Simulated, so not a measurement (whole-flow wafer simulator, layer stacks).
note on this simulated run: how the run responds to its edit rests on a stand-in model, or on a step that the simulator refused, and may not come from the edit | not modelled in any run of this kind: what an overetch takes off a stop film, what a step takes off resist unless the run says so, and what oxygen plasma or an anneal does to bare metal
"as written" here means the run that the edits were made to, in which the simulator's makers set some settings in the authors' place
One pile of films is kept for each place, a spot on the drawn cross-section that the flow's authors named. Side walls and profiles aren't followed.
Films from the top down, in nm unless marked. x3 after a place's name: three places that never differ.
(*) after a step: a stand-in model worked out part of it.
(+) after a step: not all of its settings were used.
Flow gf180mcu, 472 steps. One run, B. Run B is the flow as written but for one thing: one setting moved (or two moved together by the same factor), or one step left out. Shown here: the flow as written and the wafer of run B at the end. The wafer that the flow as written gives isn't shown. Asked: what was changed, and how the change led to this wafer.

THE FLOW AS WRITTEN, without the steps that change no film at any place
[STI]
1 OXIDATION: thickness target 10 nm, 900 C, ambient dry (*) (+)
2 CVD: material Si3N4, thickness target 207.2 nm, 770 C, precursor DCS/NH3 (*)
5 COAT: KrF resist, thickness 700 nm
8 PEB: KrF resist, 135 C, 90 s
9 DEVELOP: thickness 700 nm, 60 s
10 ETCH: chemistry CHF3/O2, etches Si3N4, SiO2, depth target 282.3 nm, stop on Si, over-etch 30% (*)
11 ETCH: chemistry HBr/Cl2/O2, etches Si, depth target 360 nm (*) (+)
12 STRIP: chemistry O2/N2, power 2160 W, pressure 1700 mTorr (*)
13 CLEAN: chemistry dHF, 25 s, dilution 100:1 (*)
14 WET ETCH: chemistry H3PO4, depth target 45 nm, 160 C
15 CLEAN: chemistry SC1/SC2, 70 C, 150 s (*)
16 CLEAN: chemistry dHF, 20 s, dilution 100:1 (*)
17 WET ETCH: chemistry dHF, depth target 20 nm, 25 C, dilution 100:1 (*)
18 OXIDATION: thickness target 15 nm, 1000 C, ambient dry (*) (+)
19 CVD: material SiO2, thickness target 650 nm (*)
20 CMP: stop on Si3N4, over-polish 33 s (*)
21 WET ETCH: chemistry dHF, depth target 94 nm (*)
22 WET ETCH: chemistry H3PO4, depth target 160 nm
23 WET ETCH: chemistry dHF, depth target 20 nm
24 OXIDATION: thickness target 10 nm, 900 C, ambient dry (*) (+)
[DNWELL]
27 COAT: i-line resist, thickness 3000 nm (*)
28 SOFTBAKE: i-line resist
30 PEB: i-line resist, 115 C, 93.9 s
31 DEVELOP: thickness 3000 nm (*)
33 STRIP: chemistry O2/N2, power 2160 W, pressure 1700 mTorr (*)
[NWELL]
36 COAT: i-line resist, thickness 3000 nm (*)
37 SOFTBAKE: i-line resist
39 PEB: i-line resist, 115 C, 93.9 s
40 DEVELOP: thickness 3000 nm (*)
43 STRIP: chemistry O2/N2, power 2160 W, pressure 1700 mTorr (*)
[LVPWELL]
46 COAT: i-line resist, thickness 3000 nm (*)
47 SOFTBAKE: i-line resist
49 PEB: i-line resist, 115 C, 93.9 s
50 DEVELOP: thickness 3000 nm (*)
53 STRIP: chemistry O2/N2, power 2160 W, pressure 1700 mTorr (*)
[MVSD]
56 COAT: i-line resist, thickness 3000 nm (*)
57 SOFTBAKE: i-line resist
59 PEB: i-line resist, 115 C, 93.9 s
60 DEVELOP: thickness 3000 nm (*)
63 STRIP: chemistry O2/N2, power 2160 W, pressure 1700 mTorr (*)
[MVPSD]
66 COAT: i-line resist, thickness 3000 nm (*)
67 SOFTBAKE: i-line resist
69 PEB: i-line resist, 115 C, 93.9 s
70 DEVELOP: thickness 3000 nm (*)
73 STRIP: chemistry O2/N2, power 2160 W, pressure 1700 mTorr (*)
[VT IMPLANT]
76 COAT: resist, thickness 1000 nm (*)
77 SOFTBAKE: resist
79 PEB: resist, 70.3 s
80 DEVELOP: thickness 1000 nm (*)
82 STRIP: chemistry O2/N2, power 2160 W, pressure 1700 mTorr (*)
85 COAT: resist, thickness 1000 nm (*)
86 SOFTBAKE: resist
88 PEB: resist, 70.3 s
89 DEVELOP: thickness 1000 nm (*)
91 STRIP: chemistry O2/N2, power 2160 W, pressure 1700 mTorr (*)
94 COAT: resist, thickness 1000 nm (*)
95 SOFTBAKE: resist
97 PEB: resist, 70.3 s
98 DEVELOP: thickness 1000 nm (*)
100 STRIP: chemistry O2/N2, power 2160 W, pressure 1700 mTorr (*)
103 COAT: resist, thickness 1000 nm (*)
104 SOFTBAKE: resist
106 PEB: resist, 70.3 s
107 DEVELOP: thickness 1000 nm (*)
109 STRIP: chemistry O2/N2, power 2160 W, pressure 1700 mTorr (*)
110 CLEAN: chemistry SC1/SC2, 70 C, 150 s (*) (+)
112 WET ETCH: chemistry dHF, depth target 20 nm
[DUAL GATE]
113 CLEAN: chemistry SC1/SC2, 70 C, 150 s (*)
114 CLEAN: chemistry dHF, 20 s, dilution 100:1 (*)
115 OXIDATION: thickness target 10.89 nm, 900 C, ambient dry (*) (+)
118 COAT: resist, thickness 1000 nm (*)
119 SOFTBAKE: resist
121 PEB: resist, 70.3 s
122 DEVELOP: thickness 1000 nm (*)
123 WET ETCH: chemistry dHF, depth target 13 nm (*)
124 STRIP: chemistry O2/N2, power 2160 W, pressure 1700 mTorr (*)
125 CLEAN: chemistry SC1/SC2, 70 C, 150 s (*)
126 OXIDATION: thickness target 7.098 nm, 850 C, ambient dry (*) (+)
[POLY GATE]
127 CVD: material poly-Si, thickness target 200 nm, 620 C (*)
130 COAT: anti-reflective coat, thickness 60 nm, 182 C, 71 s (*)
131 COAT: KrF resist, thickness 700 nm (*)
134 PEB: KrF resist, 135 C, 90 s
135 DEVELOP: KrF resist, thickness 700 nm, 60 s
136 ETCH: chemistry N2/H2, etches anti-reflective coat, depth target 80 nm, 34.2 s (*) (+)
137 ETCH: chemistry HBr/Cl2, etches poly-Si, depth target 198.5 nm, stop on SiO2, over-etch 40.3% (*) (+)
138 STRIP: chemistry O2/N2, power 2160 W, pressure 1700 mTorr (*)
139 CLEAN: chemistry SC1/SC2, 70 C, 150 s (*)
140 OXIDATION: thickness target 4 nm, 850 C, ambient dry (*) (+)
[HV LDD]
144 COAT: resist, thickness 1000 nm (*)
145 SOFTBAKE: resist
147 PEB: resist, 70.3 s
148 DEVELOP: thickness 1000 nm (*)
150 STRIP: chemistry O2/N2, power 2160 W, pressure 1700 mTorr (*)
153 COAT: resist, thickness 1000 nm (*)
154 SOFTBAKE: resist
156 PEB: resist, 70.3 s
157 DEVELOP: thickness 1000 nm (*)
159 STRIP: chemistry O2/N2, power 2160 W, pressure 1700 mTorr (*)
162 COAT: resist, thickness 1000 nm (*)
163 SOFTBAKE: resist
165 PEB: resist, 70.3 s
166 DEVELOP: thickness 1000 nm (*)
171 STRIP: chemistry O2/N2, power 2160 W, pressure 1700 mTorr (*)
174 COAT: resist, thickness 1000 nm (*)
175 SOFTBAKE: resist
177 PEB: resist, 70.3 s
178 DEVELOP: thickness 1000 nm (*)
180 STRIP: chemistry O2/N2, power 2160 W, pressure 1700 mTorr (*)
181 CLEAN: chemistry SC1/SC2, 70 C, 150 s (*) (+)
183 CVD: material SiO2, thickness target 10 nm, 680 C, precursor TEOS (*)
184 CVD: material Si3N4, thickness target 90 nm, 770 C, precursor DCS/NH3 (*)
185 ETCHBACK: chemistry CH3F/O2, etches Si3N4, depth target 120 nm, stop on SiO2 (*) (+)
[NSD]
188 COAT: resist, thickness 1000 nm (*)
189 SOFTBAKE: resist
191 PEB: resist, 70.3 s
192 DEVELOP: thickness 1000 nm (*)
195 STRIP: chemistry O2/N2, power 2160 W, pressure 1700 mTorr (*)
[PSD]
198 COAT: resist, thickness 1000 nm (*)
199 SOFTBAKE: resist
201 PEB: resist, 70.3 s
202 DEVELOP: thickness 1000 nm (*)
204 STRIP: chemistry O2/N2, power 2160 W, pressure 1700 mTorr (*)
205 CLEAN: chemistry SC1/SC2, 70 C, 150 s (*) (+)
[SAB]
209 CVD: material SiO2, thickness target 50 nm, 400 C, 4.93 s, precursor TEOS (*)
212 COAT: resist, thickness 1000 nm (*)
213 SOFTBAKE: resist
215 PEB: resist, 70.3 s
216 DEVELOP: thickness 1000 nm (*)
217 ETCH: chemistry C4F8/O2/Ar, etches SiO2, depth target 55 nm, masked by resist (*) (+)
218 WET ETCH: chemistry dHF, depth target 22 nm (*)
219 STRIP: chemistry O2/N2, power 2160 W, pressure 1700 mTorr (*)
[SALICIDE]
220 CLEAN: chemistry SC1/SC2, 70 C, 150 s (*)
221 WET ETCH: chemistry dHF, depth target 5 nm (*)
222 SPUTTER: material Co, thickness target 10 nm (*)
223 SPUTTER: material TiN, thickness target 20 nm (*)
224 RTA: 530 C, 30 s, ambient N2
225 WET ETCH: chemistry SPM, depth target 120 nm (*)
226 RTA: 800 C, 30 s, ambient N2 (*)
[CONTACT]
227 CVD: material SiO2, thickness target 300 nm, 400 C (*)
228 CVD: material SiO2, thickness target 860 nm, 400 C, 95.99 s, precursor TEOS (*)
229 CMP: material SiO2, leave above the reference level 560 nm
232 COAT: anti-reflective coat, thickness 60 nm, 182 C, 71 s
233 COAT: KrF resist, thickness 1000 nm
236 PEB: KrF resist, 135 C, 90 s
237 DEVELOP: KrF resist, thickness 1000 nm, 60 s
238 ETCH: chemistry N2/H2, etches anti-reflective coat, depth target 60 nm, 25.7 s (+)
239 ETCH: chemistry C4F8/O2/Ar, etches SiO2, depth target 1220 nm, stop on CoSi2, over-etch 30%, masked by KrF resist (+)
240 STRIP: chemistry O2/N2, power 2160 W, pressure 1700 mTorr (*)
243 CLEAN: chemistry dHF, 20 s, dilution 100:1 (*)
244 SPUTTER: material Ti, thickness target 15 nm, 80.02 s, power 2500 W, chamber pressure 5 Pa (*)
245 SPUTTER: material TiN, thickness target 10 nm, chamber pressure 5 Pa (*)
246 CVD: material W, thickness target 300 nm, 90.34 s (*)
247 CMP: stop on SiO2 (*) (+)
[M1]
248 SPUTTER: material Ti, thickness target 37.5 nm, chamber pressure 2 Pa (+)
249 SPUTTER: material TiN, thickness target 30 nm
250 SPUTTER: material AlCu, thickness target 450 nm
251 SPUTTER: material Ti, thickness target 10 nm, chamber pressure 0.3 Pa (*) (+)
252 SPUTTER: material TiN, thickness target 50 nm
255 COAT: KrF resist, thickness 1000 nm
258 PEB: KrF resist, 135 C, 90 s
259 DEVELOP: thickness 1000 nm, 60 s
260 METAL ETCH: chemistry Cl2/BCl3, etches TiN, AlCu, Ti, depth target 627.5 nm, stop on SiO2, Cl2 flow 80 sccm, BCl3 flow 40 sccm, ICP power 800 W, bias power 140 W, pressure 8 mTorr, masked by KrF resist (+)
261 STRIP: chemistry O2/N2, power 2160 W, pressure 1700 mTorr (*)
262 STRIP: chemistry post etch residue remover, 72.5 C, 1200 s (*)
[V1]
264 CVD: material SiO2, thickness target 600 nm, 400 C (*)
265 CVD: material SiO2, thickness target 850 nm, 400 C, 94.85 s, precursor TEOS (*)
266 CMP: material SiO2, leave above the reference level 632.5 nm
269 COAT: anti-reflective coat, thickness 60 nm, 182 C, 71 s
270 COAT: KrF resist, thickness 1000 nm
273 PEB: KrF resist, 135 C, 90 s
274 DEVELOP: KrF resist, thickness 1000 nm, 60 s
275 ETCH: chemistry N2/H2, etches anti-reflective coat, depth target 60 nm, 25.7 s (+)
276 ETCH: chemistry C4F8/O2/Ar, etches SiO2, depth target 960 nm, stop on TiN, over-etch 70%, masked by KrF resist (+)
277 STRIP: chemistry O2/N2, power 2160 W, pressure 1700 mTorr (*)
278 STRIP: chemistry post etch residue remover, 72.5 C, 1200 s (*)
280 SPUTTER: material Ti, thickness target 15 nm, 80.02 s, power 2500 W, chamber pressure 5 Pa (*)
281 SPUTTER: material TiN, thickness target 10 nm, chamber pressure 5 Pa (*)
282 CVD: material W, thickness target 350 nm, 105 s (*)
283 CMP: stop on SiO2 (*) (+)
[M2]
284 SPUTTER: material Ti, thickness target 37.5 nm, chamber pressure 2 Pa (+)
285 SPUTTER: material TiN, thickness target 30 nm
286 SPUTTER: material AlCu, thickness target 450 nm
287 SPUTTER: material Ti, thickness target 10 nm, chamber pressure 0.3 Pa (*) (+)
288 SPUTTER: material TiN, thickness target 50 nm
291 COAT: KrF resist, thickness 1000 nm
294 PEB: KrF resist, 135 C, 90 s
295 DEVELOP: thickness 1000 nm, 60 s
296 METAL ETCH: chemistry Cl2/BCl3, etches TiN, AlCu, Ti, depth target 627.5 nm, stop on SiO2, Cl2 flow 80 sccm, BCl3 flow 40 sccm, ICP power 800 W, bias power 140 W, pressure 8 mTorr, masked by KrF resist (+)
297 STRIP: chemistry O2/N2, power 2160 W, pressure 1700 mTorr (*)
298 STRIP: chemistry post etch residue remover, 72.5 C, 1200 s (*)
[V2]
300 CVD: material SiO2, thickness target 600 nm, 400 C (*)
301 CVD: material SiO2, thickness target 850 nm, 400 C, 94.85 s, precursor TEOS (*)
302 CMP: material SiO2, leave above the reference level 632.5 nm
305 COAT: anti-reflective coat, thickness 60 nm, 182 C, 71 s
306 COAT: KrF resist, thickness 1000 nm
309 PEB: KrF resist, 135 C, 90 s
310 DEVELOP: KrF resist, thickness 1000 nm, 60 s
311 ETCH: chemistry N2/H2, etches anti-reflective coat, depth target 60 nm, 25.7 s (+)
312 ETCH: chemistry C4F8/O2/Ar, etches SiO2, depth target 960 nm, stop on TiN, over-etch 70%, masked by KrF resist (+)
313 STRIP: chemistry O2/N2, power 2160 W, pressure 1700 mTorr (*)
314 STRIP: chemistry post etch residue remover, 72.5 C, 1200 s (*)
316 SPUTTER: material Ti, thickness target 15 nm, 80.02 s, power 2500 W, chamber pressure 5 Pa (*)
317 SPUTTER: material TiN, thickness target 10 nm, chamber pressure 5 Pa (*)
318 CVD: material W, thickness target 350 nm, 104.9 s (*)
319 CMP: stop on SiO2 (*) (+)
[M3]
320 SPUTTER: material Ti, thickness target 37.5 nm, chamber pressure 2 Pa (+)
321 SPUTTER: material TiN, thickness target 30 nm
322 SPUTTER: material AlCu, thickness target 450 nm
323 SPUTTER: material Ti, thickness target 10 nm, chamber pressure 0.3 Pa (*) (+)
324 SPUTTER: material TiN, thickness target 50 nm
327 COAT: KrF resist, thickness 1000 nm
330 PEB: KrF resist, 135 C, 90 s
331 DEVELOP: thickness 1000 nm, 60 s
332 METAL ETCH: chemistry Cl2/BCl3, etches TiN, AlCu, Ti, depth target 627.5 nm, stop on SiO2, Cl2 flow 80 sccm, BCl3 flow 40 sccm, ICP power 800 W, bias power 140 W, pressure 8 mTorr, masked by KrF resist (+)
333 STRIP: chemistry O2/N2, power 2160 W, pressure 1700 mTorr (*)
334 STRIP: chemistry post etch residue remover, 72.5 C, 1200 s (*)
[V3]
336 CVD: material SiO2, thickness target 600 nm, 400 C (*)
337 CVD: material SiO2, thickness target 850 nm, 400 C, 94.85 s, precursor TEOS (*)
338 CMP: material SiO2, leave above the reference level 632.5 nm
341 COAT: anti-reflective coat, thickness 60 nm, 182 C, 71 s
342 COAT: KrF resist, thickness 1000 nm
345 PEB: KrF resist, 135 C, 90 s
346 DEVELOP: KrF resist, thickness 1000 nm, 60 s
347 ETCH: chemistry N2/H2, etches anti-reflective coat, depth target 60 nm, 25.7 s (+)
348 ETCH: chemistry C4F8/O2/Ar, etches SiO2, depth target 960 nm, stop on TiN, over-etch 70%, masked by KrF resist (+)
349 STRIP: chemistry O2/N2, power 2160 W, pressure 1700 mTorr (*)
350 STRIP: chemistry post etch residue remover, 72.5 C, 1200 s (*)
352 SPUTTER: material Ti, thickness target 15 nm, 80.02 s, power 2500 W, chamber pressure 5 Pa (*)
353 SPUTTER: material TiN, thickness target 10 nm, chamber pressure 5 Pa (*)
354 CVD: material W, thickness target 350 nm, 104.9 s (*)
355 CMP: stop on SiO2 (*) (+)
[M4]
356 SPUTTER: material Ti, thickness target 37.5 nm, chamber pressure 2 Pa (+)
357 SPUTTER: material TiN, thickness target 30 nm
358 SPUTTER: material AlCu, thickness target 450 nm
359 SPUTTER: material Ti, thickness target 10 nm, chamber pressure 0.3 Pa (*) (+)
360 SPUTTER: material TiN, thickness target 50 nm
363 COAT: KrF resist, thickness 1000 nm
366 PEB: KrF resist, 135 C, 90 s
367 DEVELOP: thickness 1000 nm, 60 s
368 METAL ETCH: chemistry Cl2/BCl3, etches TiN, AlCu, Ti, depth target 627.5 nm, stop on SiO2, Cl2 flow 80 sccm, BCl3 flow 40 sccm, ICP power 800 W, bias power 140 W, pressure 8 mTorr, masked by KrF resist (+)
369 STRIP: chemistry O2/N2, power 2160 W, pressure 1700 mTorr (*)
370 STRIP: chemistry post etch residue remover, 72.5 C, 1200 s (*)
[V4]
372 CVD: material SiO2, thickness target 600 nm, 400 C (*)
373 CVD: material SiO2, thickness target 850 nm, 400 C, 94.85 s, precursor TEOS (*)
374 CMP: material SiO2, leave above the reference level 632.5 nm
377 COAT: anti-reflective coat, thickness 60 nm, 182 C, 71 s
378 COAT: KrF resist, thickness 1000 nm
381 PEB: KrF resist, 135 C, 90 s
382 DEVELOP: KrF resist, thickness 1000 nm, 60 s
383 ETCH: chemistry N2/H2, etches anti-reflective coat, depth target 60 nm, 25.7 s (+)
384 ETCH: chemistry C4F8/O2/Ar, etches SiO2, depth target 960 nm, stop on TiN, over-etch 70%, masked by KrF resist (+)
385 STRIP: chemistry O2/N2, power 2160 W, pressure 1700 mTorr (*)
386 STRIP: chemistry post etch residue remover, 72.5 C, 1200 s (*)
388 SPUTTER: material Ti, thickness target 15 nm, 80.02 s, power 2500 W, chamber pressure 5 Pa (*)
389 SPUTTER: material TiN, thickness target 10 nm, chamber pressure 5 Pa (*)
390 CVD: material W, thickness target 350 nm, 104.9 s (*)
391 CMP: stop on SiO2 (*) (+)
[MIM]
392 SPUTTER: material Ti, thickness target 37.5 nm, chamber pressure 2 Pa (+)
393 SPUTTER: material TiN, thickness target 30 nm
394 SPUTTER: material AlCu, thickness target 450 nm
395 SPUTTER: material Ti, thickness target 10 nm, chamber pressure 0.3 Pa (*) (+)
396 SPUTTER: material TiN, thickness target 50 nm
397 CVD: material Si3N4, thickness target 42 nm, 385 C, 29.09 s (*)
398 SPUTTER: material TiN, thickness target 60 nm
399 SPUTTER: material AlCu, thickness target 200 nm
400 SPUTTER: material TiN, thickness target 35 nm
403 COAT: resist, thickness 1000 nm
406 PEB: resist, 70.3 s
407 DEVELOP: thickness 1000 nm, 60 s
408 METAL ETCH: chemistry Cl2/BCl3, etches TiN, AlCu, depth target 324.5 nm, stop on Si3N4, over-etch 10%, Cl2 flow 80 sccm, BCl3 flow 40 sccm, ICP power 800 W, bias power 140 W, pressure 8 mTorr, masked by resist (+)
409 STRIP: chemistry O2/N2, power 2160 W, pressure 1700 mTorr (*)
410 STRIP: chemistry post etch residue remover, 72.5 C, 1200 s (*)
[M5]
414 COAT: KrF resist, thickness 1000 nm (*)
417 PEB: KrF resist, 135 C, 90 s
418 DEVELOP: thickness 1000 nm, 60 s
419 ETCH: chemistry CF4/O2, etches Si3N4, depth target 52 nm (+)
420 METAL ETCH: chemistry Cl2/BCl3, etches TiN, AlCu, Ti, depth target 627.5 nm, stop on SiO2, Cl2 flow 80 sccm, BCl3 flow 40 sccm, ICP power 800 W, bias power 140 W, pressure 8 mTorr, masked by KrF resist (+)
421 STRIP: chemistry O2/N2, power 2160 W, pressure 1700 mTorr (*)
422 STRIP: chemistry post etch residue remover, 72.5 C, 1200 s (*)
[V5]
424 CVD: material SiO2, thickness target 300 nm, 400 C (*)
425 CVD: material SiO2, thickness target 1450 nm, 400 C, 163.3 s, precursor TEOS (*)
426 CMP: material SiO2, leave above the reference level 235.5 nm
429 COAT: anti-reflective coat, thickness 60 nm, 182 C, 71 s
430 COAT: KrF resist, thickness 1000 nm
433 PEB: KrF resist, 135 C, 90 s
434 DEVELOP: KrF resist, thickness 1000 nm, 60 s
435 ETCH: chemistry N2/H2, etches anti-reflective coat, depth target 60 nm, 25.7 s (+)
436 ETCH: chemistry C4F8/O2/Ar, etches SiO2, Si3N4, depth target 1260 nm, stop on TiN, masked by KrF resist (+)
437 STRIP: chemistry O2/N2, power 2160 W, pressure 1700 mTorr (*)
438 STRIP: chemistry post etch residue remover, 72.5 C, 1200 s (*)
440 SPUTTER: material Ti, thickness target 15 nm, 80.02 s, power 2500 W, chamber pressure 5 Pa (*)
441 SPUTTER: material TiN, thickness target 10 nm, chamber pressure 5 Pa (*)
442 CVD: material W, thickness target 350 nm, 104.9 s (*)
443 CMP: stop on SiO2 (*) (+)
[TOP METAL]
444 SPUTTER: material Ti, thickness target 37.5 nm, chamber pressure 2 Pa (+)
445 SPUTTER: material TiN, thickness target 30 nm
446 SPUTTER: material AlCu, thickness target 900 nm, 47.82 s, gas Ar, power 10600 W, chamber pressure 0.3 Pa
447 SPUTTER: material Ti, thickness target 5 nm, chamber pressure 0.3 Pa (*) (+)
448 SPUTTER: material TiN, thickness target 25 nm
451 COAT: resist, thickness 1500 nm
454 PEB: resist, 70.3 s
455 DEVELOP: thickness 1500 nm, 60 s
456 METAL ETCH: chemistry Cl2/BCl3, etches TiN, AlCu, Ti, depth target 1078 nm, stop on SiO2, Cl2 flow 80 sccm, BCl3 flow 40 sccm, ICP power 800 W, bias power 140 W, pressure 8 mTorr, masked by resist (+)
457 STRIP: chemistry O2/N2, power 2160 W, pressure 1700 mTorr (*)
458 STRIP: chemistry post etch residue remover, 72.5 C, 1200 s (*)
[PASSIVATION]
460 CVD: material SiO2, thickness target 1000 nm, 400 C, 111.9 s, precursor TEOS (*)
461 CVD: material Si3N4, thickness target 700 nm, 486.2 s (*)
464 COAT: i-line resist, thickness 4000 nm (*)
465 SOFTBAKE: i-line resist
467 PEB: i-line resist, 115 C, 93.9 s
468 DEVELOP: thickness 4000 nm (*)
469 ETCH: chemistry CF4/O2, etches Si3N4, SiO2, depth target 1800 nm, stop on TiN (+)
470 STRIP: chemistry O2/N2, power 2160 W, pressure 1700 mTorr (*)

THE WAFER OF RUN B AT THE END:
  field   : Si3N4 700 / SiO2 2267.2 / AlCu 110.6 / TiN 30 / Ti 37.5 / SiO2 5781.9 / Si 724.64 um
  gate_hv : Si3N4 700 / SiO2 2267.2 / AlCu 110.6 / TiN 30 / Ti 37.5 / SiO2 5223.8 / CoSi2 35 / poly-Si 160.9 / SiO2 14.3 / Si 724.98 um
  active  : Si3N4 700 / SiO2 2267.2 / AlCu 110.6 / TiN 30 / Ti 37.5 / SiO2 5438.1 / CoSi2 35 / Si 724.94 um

The cause: step 420, METAL ETCH: depth target 392.2 nm was run, where the flow has depth target 627.5 nm.

How the change led to this, step by step:
  420 METAL ETCH: chemistry Cl2/BCl3, etches TiN, AlCu, Ti, depth target 627.5 nm, stop on SiO2, Cl2 flow 80 sccm, BCl3 flow 40 sccm, ICP power 800 W, bias power 140 W, pressure 8 mTorr, masked by KrF resist (+)
      field, field__w1, field__w2 and 101 more: TiN -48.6 (all of it), Ti -10 (all of it), AlCu -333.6 (as written it would be: TiN -48.6 (all of it), Ti -10 (all of it), AlCu -450 (all of it), TiN -30 (all of it), Ti -37.5 (all of it))
      field__w4, field__w8, contact, m1, m1__w1, mim, mim_1p0, m1_nw: KrF resist -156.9 (as written it would be: KrF resist -251)
  421 STRIP: chemistry O2/N2, power 2160 W, pressure 1700 mTorr (*)
      field__w8, m1__w1: KrF resist -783 (all of it) (as written it would be: KrF resist -688.9 (all of it))
      contact, m1: KrF resist -783.4 (all of it) (as written it would be: KrF resist -689.3 (all of it))
      (and at 4 more places)
  422 STRIP: chemistry post etch residue remover, 72.5 C, 1200 s (*)
      field, field__w1, field__w2 and 101 more: AlCu -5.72 (as written it would be: nothing)
  424 CVD: material SiO2, thickness target 300 nm, 400 C (*)
      field, field__w1, field__w2 and 101 more: SiO2 +300 (new film) (as written it would be: SiO2 +300)
  426 CMP: material SiO2, leave above the reference level 235.5 nm
      field, field__w1, field__w5 and 92 more: SiO2 -479 (as written it would be: SiO2 -300.8)
      field__w2, field__w3, field__w12 and 6 more: SiO2 -458.9 (as written it would be: SiO2 -272.7)
Counting metal films that touch as one body, field has 1 body; the flow as written gives 0 bodies.
Counting metal films that touch as one body, gate_hv has 2 bodies (between them, from the top down: SiO2 5223.8); the flow as written gives 1 body.
Counting metal films that touch as one body, active has 2 bodies (between them, from the top down: SiO2 5438.1); the flow as written gives 1 body.
